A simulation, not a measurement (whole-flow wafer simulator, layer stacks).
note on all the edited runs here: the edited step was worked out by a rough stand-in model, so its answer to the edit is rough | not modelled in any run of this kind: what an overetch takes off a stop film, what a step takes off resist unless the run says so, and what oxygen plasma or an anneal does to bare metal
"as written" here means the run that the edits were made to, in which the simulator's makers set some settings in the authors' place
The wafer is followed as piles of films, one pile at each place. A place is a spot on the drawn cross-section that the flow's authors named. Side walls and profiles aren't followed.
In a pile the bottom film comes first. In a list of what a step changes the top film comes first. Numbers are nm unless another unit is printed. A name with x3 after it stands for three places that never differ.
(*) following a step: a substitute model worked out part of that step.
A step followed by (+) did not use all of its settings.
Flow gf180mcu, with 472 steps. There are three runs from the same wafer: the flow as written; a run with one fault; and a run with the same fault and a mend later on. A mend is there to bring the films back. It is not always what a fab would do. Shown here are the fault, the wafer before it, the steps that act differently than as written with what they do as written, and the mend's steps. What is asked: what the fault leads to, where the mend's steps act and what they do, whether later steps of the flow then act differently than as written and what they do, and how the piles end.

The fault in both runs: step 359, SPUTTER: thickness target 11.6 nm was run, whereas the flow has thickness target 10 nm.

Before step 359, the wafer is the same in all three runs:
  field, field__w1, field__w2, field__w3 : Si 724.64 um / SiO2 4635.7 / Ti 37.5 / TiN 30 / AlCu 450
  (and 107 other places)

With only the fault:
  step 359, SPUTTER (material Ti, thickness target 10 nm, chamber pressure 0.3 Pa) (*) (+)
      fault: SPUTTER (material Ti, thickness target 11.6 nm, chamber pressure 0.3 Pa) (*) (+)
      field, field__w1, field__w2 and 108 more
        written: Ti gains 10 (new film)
        fault: Ti gains 11.6 (new film)
  Steps further on in the flow that do not act as written (5 more steps, not shown, differ only slightly: by at most 2% or 0.5 nm, whichever is larger):
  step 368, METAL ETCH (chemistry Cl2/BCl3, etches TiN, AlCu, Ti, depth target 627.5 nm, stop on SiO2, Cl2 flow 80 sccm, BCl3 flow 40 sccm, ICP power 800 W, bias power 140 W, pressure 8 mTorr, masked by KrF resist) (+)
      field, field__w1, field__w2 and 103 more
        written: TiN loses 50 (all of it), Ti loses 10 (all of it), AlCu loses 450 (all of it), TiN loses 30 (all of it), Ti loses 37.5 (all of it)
        fault: TiN loses 50 (all of it), Ti loses 11.6 (all of it), AlCu loses 450 (all of it), TiN loses 30 (all of it), Ti loses 37.5 (all of it)
  By the end, the piles at field__w8, contact, m1, m1__w1, m1_nw depart from the flow's by more than 2% or 0.5 nm, whichever is larger.
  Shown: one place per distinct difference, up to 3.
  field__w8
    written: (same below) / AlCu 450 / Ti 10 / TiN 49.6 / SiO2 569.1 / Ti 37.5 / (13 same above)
    fault: (same below) / AlCu 450 / Ti 11.6 / TiN 49.6 / SiO2 567.5 / Ti 37.5 / (13 same above)
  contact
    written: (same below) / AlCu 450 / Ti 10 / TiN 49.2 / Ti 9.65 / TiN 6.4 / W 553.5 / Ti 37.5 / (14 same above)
    fault: (same below) / AlCu 450 / Ti 11.6 / TiN 49.2 / Ti 9.66 / TiN 6.41 / W 551.9 / Ti 37.5 / (14 same above)

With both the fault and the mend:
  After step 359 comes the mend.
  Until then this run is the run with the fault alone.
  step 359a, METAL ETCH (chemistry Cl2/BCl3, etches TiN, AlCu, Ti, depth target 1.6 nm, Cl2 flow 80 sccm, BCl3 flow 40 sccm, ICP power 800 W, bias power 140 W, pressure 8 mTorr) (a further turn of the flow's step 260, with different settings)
      field, field__w1, field__w2 and 108 more
        Ti loses 1.6
  None of the later steps of the flow acts differently than as written at any place that is followed.
  The piles end the same as the flow's at every place that both follow.
